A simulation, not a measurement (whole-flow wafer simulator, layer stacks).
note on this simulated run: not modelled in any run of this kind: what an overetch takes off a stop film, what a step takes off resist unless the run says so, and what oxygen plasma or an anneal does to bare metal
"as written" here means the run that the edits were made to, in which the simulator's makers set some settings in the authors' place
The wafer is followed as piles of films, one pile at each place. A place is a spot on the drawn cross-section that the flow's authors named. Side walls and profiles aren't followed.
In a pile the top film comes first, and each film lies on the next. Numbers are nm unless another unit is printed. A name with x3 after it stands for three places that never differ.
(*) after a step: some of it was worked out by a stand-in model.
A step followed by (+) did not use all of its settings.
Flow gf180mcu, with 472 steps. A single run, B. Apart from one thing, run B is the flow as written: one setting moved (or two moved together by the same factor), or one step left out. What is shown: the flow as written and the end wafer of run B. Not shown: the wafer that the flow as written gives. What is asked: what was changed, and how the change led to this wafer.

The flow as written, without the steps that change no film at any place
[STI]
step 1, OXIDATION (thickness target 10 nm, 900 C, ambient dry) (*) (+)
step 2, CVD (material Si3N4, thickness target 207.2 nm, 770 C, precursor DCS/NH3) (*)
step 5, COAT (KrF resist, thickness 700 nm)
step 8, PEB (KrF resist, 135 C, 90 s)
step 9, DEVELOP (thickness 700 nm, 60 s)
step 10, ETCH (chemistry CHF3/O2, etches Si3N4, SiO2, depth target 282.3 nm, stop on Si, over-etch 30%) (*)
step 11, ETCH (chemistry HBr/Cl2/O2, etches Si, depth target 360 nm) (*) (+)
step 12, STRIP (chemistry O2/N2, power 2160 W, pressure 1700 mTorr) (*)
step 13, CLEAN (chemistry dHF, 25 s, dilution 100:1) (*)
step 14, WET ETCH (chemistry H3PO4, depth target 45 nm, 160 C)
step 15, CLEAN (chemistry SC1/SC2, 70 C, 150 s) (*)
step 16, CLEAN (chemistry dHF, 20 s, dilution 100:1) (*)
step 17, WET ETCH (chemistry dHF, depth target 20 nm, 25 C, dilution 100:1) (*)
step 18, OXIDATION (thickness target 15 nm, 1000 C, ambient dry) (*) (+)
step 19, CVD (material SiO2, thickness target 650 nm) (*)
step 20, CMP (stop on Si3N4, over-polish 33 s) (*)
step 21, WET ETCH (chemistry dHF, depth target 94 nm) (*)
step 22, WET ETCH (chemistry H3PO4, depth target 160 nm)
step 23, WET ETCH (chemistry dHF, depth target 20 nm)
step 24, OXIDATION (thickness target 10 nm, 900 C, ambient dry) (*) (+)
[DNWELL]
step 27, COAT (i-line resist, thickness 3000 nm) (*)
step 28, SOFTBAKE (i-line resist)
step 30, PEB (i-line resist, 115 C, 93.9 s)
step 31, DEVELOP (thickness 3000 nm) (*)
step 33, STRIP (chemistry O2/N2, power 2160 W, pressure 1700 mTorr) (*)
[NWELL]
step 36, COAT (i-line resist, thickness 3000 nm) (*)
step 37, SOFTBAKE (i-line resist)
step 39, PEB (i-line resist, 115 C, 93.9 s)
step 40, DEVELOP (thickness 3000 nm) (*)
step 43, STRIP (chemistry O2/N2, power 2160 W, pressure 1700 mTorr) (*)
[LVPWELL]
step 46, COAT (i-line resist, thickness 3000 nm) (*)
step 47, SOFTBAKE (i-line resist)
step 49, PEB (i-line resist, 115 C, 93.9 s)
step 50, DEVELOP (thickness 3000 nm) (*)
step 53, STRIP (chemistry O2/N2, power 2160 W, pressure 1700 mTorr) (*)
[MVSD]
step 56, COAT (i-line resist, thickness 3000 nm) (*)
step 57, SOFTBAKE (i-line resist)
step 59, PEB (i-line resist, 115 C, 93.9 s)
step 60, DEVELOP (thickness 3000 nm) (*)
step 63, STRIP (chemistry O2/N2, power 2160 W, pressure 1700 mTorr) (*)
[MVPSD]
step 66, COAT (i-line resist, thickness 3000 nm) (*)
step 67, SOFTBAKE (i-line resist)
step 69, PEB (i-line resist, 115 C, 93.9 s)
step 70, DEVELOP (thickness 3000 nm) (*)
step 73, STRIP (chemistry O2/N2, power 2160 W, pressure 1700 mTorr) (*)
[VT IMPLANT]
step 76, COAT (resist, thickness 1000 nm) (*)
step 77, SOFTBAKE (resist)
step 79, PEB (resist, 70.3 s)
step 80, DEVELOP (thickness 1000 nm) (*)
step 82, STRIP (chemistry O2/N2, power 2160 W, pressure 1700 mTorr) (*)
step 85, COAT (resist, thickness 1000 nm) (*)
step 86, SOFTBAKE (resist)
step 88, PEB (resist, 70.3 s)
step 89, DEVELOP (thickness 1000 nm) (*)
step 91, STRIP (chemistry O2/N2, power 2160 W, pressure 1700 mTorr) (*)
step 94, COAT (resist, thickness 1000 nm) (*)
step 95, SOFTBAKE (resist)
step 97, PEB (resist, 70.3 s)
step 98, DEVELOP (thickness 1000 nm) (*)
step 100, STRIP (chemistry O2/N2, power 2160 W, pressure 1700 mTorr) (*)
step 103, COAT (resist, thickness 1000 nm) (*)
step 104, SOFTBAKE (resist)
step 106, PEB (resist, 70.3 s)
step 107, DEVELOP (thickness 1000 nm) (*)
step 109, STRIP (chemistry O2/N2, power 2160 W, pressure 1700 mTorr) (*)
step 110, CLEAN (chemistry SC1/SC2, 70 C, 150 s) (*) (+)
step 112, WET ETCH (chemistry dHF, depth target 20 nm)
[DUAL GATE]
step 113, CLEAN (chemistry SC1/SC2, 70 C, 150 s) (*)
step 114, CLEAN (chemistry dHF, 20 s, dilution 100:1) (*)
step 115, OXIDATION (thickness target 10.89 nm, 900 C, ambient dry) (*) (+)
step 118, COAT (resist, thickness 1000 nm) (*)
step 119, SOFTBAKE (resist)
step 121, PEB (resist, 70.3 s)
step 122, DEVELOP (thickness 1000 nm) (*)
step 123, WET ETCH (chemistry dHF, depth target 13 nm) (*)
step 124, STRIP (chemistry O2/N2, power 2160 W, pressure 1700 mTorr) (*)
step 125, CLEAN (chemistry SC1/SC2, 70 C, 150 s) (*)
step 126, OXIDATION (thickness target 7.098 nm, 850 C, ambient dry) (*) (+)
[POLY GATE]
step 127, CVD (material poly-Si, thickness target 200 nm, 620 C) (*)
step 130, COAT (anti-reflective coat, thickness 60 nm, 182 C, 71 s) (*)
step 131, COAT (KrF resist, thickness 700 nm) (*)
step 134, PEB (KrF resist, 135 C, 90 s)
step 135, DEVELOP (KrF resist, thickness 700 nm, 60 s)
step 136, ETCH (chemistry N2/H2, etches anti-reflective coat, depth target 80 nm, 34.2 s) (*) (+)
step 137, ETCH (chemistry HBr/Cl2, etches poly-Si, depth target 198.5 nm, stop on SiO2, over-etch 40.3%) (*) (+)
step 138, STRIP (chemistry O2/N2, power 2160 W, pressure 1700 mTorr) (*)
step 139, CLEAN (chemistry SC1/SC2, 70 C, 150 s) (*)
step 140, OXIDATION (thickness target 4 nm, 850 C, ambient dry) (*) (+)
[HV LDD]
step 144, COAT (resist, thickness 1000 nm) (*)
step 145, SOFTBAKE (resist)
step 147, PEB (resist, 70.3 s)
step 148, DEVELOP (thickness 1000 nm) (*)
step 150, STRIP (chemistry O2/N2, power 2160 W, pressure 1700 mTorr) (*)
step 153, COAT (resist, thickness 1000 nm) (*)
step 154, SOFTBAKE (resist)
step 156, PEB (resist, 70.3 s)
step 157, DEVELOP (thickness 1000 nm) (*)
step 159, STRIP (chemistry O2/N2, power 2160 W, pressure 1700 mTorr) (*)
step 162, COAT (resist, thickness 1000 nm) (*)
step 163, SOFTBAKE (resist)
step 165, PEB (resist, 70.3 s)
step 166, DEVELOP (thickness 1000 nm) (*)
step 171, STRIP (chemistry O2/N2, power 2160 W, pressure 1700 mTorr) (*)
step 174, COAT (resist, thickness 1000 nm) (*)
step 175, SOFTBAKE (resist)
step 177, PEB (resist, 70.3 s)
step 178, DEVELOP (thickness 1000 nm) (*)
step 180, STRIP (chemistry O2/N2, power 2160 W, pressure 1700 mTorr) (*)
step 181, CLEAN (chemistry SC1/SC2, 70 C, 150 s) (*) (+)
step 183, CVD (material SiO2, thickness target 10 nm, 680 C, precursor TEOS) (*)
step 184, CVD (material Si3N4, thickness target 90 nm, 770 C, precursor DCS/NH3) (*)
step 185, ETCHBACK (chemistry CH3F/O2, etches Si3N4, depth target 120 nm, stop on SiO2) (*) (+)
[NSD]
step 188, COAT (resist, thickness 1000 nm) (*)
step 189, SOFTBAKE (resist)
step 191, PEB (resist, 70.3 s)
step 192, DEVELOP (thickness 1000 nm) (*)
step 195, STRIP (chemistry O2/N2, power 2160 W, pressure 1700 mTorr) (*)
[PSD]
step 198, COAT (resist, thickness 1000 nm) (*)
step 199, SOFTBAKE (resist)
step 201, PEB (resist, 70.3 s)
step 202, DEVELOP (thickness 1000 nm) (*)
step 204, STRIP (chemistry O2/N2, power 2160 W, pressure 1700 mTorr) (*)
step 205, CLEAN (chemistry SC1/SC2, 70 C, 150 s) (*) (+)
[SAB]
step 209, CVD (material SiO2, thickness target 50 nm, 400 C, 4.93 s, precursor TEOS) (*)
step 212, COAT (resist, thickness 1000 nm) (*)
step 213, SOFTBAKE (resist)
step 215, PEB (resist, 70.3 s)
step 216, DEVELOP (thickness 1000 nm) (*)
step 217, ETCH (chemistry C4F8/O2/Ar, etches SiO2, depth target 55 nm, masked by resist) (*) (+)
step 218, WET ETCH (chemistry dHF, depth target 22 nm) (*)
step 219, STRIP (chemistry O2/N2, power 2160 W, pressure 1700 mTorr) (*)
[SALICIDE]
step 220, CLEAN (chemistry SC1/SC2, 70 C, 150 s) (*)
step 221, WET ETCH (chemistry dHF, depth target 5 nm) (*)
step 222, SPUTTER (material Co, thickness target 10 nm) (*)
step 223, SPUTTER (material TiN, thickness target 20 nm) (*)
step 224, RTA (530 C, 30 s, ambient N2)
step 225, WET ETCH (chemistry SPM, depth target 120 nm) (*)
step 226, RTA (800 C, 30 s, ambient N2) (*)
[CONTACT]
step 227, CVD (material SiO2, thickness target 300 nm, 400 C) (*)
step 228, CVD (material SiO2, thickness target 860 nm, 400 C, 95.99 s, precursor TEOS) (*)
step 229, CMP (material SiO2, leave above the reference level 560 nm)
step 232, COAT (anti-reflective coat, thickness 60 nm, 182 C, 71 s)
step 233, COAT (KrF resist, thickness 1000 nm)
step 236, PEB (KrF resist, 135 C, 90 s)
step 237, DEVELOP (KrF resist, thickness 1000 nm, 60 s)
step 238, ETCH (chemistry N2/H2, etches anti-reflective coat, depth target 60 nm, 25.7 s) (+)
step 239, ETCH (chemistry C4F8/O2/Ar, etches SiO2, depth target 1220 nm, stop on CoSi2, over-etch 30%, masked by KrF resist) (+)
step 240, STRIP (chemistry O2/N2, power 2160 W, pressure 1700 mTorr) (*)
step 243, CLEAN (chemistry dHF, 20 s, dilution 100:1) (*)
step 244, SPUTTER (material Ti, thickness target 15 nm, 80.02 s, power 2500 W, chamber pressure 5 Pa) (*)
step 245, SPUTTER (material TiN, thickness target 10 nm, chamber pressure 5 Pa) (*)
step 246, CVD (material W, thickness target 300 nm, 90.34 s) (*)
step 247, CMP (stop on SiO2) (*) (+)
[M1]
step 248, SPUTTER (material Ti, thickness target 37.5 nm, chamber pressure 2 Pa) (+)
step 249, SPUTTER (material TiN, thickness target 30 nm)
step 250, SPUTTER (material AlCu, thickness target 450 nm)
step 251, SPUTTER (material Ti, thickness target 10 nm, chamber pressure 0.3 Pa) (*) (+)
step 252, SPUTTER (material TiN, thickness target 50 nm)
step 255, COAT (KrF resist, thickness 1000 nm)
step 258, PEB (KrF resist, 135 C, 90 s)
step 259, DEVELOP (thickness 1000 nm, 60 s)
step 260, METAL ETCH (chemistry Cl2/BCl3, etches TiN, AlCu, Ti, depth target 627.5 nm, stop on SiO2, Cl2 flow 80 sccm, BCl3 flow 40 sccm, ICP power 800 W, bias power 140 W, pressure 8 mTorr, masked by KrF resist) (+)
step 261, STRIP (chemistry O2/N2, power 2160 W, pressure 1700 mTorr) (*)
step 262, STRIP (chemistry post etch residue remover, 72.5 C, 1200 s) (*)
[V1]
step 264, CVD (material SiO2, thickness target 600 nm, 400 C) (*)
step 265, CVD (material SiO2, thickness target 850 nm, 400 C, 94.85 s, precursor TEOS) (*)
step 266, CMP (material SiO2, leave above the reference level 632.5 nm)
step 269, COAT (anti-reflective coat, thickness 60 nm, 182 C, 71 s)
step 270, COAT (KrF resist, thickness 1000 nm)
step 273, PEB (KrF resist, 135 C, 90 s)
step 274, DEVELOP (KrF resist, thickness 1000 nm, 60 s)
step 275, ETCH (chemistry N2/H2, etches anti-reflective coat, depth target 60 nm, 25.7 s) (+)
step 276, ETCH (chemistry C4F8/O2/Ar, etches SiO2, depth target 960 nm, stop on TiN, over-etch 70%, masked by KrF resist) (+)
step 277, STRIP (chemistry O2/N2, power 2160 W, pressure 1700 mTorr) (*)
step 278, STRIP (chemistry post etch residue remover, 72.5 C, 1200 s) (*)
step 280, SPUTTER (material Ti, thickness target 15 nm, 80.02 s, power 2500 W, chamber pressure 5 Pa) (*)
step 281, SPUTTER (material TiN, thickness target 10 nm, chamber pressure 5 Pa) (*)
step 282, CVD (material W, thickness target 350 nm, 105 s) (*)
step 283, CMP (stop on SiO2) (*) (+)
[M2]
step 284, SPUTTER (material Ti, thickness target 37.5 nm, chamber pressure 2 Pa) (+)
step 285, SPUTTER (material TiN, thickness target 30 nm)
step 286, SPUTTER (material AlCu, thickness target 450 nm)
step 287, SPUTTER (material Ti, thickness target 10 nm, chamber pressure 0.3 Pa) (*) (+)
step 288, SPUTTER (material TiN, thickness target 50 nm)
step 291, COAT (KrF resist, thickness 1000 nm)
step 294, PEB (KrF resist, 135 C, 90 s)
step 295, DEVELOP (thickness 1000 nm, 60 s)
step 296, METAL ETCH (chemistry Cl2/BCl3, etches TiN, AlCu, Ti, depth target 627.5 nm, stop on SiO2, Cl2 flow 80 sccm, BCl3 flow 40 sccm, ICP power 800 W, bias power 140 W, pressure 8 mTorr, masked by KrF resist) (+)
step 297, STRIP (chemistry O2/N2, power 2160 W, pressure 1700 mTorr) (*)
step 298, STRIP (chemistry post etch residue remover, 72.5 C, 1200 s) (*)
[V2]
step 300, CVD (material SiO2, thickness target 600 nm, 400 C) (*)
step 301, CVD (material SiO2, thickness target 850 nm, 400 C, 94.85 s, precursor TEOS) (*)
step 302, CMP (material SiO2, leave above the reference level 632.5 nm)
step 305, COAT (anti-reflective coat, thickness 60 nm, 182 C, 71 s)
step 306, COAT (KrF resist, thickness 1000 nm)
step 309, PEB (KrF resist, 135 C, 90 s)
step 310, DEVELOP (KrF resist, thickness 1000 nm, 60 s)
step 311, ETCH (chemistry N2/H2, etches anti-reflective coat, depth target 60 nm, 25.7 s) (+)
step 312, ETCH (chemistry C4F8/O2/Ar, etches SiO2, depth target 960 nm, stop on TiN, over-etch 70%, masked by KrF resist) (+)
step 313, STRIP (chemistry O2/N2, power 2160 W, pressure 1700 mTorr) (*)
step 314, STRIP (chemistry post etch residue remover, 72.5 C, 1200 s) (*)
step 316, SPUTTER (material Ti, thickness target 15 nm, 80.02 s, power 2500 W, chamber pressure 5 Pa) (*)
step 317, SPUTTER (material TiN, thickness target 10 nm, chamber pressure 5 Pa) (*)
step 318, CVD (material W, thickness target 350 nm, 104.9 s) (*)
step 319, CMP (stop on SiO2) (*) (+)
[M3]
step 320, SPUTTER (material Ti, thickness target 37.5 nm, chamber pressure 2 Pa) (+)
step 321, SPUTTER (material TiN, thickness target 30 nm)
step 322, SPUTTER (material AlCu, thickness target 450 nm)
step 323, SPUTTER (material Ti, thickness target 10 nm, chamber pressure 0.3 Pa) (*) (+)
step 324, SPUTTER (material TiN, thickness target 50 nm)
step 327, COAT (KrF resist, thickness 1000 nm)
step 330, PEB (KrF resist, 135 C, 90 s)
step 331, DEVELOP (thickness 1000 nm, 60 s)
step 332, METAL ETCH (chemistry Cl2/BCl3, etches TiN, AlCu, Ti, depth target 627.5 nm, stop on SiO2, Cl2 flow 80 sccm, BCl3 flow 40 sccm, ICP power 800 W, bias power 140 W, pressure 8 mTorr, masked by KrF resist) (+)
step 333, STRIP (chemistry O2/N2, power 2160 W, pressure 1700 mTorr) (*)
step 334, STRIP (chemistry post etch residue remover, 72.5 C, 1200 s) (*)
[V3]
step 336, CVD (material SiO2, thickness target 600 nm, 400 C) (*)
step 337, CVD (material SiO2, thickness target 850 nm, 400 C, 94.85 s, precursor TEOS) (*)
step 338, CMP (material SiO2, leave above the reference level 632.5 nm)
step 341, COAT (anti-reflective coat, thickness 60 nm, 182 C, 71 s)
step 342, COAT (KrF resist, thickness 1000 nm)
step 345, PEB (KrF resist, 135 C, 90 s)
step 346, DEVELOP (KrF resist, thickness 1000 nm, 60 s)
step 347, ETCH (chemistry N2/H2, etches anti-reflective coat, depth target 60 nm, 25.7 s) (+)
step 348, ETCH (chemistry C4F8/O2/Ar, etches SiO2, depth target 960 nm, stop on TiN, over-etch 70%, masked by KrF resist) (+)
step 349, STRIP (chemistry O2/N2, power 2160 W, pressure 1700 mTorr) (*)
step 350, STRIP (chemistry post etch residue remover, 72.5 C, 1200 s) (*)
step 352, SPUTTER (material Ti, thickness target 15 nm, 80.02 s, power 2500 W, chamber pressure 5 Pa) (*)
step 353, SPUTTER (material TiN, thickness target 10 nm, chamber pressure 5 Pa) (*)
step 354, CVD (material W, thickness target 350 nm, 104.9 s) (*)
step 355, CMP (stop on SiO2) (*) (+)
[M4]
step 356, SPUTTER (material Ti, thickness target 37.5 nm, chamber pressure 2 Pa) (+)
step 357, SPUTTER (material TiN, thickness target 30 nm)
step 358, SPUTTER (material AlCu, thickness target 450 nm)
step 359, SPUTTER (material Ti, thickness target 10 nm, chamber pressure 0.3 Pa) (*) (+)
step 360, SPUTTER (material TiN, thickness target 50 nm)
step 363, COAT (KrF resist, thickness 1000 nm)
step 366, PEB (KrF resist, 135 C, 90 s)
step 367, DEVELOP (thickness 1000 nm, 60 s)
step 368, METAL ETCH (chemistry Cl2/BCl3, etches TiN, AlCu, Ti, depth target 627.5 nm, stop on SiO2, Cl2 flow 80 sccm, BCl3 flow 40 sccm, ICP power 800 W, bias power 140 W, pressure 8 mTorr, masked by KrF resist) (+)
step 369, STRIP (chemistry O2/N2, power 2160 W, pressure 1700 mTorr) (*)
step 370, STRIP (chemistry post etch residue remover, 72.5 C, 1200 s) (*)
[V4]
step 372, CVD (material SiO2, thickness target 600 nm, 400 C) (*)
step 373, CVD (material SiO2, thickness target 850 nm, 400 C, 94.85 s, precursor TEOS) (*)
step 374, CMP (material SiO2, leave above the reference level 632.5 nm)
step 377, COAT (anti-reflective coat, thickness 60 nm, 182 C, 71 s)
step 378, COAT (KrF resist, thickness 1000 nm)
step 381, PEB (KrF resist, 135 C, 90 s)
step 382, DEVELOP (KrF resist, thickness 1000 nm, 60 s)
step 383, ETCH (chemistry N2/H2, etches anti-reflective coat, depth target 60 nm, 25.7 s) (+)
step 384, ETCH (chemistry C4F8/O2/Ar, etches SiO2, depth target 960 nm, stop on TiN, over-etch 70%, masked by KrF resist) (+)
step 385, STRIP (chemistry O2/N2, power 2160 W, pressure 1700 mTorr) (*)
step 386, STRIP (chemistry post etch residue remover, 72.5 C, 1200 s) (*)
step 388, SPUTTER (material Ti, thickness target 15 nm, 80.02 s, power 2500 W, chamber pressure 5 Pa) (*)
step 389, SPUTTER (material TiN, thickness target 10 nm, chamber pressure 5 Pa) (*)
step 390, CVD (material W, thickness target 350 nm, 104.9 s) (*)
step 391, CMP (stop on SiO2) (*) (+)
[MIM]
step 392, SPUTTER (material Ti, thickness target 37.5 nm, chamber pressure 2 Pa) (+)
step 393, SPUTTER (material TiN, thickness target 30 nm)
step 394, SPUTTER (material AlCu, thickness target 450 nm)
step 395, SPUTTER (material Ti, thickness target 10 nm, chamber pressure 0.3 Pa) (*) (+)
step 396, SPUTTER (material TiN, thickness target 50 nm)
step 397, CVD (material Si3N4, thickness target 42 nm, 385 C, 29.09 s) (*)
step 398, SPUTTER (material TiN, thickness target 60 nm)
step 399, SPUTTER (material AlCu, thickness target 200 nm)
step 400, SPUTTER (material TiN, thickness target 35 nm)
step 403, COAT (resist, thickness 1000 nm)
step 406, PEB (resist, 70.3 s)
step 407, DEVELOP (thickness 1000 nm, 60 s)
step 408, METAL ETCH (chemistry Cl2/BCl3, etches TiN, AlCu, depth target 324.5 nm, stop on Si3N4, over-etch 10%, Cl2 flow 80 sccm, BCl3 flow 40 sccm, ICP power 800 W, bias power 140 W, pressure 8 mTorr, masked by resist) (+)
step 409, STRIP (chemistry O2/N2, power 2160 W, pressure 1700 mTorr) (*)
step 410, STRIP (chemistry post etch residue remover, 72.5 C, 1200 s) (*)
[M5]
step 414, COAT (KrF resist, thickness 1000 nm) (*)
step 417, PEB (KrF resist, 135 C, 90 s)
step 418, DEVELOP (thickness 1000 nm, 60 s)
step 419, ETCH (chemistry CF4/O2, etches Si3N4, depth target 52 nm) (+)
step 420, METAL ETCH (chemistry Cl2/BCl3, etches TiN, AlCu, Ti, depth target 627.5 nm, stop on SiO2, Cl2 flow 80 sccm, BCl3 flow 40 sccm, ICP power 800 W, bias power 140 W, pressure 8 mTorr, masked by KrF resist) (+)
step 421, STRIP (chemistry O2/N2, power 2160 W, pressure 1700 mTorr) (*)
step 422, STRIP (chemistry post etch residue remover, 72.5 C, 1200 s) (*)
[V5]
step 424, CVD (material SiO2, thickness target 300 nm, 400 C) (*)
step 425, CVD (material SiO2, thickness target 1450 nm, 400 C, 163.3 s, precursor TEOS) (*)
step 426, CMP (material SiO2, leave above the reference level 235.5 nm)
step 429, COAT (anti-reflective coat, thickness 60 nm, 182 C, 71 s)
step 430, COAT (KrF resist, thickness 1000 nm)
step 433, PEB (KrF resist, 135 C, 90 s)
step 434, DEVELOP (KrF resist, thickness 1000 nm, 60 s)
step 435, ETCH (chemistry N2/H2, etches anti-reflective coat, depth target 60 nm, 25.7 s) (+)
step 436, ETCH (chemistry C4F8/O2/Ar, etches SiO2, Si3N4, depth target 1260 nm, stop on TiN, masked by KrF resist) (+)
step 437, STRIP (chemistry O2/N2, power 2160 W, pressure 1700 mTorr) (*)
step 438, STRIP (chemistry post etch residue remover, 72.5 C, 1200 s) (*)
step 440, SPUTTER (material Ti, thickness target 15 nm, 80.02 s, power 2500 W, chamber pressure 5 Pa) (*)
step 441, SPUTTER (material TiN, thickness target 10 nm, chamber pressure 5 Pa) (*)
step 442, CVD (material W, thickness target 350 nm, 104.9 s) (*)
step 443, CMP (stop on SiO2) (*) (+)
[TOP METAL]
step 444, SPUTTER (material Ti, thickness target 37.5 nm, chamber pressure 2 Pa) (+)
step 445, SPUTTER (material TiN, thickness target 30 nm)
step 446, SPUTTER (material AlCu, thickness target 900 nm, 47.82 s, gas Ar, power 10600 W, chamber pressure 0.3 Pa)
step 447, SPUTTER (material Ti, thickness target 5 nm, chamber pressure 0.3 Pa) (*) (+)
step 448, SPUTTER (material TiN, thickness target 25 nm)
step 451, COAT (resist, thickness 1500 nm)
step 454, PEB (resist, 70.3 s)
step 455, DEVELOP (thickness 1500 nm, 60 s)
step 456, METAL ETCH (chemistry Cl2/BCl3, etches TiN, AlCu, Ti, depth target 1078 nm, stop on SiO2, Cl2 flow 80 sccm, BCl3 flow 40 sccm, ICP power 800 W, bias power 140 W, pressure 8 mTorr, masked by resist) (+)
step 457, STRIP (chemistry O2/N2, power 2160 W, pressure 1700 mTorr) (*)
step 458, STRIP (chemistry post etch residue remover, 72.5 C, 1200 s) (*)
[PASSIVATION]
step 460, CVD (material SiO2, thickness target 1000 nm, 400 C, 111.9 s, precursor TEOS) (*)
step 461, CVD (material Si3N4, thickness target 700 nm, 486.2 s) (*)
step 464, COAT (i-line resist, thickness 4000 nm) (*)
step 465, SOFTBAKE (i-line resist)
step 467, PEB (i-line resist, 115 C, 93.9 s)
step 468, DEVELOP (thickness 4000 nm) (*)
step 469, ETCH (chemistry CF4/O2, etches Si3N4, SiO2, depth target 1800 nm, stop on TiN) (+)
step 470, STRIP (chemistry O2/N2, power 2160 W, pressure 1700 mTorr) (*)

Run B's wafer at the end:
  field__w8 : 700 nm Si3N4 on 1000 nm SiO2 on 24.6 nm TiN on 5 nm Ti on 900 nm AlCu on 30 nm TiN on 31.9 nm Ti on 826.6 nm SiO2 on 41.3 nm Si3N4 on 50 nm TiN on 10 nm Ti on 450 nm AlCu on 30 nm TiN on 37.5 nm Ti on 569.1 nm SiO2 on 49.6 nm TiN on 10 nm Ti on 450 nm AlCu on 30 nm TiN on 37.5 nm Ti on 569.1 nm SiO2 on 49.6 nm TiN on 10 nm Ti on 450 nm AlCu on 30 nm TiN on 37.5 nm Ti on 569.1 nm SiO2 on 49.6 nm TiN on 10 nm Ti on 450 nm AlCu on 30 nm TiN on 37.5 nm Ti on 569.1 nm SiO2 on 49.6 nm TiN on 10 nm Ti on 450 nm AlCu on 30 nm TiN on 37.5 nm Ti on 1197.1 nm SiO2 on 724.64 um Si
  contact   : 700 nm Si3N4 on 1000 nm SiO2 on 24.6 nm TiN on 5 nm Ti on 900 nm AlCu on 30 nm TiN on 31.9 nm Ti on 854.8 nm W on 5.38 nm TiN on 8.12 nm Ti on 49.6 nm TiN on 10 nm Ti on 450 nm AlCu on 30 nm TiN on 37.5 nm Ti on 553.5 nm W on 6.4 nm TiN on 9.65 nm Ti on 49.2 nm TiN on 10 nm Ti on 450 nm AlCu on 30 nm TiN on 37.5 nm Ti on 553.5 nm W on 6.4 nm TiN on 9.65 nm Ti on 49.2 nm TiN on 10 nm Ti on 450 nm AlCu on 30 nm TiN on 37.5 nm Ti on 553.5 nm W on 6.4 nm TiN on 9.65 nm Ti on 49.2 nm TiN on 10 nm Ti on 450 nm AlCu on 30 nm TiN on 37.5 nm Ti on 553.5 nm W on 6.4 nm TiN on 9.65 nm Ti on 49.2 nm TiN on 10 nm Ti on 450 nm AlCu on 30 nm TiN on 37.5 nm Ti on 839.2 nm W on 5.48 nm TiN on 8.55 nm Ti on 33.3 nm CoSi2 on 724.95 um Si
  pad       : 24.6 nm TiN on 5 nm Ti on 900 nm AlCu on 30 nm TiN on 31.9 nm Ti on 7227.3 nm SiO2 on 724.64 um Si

What caused this: step 444, SPUTTER: thickness target 31.9 nm was run, while the flow as written has thickness target 37.5 nm.
One can read it off the wafer: field__w8 has Ti 31.9, and step 444 as written asks for 37.5 nm.

How this came from the change, step by step:
  step 444, SPUTTER (material Ti, thickness target 37.5 nm, chamber pressure 2 Pa) (+)
      field, field__w1, field__w2 and 109 more: +31.9 Ti (new film) (it would be, as written: +37.5 Ti (new film))
  step 456, METAL ETCH (chemistry Cl2/BCl3, etches TiN, AlCu, Ti, depth target 1078 nm, stop on SiO2, Cl2 flow 80 sccm, BCl3 flow 40 sccm, ICP power 800 W, bias power 140 W, pressure 8 mTorr, masked by resist) (+)
      field, field__w1, field__w2 and 103 more: -25 TiN (all of it), -5 Ti (all of it), -900 AlCu (all of it), -30 TiN (all of it), -31.9 Ti (all of it) (it would be, as written: -25 TiN (all of it), -5 Ti (all of it), -900 AlCu (all of it), -30 TiN (all of it), -37.5 Ti (all of it))
